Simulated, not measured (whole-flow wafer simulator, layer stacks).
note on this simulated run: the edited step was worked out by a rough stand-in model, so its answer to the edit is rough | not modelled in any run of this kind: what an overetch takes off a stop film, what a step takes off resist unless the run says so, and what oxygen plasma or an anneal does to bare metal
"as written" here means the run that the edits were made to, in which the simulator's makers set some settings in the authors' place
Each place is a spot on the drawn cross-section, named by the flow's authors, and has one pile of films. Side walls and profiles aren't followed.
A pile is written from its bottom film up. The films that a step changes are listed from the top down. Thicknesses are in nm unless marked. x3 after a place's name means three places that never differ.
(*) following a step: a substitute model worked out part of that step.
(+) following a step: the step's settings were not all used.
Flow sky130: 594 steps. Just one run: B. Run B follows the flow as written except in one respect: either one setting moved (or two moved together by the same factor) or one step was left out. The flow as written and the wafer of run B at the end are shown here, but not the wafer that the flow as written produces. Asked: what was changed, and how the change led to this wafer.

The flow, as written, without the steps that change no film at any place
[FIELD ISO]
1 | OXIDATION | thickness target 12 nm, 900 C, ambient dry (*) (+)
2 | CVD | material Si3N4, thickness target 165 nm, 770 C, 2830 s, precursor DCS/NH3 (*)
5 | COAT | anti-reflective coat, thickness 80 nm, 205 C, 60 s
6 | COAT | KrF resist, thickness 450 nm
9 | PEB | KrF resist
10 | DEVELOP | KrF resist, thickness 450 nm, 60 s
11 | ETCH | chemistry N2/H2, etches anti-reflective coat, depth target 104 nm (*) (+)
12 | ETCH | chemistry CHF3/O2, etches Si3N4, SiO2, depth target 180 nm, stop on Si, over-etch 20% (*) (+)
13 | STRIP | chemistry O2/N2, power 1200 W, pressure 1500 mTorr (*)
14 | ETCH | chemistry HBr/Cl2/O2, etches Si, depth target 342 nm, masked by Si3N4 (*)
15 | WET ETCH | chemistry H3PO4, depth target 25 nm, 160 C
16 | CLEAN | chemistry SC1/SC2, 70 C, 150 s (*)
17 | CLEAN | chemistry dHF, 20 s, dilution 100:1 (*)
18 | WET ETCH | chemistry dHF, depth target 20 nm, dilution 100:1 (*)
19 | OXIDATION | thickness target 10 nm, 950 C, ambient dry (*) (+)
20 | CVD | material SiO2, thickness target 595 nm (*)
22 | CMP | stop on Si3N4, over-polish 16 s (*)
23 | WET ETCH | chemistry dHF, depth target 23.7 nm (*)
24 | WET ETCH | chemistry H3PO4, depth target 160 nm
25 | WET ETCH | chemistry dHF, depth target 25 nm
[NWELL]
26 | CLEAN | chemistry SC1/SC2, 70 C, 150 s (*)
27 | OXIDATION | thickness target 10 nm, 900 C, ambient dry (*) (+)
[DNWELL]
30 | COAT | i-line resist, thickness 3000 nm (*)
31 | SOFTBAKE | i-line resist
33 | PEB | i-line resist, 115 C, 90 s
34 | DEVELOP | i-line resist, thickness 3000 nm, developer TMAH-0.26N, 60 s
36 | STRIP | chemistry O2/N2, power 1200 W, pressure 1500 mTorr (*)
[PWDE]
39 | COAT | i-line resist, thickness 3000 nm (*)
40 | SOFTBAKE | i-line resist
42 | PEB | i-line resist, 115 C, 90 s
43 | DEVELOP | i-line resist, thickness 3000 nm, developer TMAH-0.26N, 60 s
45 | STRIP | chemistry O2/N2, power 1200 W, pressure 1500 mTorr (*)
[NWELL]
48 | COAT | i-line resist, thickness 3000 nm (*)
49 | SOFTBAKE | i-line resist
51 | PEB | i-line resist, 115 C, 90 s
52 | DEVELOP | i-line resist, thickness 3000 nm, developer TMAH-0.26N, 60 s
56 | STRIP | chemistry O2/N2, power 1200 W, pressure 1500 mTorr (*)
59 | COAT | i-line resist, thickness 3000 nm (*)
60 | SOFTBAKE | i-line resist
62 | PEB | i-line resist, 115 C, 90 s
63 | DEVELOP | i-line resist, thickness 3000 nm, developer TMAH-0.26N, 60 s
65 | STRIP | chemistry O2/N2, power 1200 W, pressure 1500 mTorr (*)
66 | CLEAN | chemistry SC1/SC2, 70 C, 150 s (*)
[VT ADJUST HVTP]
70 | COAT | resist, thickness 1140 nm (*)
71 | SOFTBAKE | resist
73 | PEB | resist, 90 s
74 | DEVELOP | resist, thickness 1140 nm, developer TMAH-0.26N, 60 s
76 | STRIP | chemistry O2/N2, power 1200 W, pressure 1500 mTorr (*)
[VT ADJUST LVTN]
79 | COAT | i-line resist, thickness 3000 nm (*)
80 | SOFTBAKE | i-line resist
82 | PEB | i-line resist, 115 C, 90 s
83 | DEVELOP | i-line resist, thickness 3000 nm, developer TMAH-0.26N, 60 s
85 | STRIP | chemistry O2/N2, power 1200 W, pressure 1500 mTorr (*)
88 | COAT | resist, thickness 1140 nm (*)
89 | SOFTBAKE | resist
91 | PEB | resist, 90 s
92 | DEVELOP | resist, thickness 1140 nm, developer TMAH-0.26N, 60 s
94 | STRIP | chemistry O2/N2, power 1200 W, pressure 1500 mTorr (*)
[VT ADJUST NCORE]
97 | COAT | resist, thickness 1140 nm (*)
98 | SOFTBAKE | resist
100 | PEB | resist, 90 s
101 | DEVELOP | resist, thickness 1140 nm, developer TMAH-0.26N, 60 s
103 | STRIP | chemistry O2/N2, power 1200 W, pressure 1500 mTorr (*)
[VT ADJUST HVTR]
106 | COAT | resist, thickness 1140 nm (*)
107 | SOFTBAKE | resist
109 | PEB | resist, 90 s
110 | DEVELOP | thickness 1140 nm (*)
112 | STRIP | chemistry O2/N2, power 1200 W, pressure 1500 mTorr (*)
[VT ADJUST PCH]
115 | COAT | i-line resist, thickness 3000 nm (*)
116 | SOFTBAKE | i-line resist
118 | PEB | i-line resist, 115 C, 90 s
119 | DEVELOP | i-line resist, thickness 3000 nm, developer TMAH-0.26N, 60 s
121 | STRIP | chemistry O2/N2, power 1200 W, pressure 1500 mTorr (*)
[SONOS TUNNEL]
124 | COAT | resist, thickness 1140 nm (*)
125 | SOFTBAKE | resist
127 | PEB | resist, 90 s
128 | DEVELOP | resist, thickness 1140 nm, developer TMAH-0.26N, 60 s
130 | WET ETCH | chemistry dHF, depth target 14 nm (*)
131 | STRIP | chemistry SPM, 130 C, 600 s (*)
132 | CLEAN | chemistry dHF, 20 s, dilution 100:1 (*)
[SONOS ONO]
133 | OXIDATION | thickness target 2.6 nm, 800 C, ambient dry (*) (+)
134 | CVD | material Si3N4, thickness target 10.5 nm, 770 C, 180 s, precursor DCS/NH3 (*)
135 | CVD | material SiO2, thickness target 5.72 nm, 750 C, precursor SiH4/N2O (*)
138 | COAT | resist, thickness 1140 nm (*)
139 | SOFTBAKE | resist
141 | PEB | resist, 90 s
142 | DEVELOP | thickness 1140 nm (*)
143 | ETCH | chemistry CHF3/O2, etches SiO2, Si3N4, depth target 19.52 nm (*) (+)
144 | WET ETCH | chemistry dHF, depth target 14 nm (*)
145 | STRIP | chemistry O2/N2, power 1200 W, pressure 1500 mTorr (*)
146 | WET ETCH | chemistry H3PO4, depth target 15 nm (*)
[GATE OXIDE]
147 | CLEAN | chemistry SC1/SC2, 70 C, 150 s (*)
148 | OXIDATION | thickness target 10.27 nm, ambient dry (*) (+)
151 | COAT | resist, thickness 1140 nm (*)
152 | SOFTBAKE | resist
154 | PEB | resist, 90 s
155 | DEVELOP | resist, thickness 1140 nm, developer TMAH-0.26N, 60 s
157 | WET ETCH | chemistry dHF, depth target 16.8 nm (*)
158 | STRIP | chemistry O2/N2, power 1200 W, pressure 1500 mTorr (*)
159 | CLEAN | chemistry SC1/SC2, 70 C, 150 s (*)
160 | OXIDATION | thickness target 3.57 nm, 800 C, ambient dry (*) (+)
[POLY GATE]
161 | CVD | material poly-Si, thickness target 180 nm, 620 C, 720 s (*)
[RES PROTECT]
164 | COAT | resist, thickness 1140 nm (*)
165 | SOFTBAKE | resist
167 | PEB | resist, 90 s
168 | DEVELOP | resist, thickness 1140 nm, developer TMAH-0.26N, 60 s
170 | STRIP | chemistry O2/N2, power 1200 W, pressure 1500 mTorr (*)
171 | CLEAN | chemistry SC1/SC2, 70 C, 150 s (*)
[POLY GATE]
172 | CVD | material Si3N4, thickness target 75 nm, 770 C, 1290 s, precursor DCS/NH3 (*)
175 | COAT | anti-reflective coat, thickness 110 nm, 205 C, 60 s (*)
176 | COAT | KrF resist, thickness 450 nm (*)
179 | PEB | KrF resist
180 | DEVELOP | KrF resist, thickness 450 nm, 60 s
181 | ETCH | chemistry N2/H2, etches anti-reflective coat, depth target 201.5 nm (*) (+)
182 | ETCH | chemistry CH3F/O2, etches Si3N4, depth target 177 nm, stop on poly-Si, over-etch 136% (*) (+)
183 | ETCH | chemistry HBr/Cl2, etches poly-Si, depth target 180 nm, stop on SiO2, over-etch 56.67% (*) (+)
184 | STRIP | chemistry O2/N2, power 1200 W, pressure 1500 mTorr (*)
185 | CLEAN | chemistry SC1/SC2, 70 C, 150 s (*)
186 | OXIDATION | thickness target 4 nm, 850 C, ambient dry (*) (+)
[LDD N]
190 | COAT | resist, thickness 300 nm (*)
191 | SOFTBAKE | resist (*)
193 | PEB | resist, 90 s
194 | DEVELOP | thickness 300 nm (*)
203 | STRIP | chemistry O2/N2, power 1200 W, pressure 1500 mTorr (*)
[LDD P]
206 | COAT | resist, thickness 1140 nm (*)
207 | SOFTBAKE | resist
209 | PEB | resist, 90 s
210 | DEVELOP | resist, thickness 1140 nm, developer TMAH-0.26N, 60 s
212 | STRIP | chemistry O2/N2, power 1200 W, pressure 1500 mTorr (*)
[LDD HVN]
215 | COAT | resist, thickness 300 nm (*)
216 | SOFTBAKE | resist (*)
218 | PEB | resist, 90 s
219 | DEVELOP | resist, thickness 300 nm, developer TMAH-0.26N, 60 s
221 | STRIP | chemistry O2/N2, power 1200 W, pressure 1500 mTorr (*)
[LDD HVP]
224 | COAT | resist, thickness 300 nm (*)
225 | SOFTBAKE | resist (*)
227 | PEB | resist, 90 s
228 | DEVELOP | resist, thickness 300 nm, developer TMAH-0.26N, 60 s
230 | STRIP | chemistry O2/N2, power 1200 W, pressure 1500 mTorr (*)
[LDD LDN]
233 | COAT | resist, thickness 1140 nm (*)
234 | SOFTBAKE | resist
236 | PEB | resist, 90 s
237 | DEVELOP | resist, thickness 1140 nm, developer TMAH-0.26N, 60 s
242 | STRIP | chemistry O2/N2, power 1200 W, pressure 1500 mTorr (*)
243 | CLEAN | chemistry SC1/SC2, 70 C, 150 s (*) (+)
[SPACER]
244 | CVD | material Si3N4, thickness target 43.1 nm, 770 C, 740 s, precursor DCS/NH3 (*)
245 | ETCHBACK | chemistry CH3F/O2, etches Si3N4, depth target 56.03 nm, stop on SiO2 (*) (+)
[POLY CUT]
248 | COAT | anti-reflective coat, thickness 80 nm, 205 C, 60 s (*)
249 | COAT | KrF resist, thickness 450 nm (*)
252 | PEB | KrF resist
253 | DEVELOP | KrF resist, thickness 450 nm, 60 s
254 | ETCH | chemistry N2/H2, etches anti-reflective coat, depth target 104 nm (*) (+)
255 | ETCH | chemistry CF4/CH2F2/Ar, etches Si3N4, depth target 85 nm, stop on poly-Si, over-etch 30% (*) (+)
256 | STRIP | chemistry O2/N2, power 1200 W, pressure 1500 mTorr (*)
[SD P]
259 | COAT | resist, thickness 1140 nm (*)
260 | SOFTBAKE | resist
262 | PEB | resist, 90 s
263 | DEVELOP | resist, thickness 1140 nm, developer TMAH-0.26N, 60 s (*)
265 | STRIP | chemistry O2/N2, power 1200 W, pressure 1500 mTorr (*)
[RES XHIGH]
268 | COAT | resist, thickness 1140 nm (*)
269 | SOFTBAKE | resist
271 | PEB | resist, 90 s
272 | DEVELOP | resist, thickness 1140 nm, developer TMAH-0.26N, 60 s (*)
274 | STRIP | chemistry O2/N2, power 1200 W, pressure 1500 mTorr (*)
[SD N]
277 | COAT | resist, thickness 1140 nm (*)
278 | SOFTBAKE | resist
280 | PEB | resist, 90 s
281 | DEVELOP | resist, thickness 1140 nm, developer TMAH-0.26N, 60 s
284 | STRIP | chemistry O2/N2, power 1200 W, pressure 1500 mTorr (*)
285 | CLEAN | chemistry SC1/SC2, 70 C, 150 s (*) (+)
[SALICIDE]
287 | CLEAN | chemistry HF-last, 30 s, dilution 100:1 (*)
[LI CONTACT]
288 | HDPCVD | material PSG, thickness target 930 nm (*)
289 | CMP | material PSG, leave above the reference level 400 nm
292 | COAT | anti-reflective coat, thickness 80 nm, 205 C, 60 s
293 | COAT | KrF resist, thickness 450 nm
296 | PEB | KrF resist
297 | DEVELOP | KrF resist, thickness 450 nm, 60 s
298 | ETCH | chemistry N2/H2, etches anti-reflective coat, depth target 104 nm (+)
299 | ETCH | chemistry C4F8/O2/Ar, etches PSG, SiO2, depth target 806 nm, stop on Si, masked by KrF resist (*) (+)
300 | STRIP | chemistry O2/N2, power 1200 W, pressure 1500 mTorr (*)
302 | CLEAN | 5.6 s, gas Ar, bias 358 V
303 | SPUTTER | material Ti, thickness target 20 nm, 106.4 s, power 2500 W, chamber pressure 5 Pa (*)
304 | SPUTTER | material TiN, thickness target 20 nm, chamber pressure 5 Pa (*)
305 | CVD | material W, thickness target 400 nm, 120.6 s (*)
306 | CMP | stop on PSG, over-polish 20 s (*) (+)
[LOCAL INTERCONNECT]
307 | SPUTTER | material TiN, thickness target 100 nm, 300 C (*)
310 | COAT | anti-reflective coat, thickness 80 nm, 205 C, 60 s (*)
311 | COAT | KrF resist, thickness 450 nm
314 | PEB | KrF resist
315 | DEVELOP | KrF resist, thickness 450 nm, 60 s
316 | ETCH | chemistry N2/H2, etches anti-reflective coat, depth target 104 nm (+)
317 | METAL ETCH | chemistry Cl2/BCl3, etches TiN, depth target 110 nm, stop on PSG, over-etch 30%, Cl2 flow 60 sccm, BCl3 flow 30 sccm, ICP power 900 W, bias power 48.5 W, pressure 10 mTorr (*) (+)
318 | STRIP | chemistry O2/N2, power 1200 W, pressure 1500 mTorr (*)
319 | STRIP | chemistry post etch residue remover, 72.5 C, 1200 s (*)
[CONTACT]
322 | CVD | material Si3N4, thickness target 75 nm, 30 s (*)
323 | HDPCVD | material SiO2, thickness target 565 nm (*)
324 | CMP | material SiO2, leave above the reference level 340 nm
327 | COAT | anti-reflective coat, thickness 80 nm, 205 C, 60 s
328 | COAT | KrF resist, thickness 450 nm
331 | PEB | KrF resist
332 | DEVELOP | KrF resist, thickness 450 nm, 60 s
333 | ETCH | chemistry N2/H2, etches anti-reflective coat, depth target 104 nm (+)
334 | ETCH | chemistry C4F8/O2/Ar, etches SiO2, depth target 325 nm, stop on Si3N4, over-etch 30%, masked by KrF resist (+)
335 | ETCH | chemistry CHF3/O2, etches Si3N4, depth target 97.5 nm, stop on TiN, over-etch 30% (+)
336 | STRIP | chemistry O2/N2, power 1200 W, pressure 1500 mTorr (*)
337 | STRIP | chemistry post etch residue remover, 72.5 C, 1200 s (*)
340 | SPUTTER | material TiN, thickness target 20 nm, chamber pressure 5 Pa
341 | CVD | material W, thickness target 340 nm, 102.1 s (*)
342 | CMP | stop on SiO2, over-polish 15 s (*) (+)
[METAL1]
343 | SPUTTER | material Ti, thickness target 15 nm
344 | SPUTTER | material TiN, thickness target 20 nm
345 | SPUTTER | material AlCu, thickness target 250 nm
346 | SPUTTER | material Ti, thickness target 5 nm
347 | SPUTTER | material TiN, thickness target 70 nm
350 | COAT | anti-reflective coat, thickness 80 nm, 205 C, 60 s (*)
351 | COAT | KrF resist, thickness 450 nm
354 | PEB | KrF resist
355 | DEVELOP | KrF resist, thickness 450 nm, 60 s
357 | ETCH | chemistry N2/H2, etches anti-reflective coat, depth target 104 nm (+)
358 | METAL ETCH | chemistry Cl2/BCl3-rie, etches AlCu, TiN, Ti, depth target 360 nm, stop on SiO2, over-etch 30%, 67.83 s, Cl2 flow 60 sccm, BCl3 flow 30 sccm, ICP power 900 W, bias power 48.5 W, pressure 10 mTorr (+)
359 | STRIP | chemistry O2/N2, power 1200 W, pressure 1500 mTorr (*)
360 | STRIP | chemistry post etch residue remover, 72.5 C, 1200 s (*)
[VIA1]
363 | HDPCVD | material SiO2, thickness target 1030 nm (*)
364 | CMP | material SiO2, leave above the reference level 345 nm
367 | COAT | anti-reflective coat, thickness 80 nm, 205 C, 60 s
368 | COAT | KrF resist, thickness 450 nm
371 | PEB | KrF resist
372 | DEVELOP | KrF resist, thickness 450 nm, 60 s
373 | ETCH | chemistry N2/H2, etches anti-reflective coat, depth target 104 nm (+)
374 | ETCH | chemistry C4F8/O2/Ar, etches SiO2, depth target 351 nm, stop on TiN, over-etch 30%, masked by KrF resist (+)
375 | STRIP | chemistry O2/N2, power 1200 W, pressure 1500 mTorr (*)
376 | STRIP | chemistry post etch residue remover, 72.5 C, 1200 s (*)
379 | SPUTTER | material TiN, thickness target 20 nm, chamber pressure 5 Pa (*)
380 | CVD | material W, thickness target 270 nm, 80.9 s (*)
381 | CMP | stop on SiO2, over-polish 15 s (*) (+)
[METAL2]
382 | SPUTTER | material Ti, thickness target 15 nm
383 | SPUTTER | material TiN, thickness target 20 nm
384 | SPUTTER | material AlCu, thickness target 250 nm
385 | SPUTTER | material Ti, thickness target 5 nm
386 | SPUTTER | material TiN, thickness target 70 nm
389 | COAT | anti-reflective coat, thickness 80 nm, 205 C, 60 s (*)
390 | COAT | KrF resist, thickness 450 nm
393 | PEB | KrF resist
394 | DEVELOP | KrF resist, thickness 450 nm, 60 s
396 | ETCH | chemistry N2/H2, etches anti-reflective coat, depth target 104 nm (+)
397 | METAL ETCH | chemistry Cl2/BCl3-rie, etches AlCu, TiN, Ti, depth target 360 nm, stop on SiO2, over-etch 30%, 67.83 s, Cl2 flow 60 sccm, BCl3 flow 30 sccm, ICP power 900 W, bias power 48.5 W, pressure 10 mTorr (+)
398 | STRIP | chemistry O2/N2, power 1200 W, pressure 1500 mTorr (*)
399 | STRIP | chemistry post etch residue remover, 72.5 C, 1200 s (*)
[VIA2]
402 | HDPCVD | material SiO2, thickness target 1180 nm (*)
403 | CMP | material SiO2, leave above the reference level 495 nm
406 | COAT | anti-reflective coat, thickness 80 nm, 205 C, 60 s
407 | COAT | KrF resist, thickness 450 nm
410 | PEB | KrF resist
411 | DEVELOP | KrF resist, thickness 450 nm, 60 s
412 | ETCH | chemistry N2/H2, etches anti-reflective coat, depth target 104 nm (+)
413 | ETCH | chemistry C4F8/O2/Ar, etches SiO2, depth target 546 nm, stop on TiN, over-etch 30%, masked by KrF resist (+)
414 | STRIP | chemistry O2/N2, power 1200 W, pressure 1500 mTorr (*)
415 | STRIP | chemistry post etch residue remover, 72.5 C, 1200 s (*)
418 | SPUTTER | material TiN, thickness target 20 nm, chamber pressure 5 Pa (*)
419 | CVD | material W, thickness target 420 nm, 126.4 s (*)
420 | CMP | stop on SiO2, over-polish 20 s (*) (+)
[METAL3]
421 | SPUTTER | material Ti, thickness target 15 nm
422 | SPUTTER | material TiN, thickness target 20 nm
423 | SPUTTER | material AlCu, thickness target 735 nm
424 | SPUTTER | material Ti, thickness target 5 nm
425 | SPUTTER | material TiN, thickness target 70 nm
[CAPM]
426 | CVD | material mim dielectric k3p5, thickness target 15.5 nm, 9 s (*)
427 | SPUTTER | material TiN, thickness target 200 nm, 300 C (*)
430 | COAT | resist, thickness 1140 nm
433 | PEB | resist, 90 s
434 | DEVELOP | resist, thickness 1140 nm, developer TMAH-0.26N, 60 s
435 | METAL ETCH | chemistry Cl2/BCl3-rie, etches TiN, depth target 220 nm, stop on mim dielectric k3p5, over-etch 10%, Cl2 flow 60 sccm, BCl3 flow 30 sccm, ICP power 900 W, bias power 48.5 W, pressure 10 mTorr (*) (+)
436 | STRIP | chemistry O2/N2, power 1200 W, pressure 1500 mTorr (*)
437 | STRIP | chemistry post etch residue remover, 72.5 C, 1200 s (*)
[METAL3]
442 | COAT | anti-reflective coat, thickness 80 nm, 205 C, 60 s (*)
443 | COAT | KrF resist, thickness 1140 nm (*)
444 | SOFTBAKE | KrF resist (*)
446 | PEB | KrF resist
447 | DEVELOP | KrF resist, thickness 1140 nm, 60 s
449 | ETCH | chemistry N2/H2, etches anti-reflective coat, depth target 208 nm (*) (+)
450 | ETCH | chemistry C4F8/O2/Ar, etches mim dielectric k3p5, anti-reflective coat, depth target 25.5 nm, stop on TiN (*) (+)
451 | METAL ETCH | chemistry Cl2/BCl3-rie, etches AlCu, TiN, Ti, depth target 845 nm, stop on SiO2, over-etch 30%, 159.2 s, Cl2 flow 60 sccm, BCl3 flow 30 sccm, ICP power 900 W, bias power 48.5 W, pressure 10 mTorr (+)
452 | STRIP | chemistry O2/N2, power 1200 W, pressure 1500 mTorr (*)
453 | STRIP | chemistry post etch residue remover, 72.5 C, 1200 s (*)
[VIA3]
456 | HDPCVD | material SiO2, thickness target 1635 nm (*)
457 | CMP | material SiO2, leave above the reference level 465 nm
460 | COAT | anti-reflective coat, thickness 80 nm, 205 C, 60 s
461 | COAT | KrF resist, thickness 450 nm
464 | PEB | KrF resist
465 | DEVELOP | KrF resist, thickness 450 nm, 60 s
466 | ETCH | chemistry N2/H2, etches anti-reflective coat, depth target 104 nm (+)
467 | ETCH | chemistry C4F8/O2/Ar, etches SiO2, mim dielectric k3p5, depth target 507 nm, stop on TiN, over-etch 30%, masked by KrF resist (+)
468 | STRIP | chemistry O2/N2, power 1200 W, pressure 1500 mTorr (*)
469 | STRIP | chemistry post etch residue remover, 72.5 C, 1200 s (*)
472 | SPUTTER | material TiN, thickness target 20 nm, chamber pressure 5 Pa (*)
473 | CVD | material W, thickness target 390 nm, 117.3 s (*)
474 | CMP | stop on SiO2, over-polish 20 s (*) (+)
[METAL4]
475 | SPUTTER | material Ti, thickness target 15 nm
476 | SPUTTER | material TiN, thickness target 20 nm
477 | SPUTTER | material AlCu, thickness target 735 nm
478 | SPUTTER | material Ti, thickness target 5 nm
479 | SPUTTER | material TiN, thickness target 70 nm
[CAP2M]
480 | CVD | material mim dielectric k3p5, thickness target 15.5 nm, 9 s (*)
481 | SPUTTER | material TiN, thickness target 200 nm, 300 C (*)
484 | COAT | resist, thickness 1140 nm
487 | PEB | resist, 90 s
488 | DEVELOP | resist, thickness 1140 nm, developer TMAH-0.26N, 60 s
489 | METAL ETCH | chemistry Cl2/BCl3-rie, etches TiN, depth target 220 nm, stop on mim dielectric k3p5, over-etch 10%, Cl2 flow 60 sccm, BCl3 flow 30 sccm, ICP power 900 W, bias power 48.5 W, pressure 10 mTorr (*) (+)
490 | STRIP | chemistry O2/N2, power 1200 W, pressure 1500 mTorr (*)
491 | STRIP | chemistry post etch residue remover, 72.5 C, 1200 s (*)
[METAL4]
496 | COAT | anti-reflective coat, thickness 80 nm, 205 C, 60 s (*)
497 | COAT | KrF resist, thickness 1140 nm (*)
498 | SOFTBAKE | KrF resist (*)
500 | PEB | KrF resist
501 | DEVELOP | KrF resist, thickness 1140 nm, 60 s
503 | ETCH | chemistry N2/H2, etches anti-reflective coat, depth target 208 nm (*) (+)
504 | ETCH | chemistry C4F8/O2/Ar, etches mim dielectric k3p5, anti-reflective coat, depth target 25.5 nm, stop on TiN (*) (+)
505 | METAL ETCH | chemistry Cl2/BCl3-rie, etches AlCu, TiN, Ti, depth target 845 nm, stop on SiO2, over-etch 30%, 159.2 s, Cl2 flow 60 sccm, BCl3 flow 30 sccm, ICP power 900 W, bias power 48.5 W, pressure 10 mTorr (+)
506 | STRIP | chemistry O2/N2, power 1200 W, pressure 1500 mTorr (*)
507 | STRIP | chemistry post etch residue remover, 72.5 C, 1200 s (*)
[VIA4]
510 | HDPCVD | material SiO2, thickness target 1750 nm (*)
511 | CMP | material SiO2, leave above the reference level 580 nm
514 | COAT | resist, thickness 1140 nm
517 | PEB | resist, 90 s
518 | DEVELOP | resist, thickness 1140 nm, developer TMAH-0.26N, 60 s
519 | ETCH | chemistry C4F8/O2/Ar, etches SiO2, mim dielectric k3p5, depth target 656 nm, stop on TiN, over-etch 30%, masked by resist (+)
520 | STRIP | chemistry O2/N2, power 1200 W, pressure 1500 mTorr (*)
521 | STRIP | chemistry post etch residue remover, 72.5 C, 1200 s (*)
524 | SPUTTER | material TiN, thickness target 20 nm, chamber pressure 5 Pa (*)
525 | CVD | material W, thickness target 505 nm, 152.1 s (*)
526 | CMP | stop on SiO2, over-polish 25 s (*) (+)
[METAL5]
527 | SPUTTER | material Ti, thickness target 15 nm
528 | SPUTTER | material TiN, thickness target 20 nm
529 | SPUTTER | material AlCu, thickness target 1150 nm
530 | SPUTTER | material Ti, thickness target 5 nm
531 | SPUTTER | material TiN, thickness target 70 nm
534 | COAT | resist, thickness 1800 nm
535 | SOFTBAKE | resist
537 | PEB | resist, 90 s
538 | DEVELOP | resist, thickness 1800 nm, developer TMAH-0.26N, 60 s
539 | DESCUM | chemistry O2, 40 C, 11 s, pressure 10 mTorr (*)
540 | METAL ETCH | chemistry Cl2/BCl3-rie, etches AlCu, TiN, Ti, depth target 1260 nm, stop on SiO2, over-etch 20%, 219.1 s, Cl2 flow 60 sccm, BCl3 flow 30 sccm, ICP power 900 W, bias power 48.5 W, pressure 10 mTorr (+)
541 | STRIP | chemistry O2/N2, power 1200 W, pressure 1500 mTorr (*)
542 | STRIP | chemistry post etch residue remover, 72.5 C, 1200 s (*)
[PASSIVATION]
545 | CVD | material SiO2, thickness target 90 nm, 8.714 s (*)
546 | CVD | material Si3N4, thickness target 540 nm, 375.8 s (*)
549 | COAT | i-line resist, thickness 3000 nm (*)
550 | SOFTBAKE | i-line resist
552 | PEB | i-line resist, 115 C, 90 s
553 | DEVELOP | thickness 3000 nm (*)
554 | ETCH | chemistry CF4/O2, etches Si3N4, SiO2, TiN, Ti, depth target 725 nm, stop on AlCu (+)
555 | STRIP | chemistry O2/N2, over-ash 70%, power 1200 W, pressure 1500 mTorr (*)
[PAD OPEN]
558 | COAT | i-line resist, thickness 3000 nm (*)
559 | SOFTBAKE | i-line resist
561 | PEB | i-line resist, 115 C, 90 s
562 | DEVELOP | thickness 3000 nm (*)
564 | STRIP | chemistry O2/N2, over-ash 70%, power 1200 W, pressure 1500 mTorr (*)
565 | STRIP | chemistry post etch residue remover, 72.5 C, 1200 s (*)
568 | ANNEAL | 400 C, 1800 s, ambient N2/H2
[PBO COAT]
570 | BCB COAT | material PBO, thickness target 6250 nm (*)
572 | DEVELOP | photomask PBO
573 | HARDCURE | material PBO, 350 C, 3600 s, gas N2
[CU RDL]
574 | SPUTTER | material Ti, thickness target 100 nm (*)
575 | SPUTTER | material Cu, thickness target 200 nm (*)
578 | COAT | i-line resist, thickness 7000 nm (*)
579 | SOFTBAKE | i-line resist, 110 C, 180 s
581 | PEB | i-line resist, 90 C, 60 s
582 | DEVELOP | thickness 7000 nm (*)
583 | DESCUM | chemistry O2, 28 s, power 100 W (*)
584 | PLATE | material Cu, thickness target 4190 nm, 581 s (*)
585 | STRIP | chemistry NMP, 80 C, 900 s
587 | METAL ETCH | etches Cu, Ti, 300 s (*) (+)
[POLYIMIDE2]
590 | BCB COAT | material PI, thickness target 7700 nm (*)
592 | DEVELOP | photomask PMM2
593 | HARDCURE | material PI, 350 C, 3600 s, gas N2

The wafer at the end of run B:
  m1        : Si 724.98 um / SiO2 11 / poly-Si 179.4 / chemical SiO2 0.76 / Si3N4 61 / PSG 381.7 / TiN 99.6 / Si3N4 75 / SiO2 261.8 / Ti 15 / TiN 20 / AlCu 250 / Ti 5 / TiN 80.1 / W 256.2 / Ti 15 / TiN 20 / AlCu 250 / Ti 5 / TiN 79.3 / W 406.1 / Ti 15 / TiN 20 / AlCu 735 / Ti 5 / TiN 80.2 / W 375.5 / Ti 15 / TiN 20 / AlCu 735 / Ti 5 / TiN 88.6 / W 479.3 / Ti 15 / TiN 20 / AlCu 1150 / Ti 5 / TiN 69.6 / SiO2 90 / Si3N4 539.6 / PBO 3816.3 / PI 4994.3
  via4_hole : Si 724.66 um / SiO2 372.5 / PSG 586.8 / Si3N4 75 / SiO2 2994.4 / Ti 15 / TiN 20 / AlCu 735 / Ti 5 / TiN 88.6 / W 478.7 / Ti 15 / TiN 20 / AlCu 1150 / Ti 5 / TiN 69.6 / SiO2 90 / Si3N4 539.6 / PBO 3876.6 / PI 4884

Cause: step 524, SPUTTER: thickness target 25 nm was run, though the flow has thickness target 20 nm.

Step by step, how the change led to this:
  524 | SPUTTER | material TiN, thickness target 20 nm, chamber pressure 5 Pa (*)
      field, active, n_well and 188 more: TiN gains 25 (new film) (in the flow as written it would be: TiN gains 20 (new film))
      m1, via4_hole: TiN gains 19.1 (in the flow as written it would be: TiN gains 15.3)
  526 | CMP | stop on SiO2, over-polish 25 s (*) (+)
      field, active, n_well and 188 more: W loses 505 (all of it), TiN loses 25 (all of it), SiO2 loses 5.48 (in the flow as written it would be: W loses 505 (all of it), TiN loses 20 (all of it), SiO2 loses 5.48)
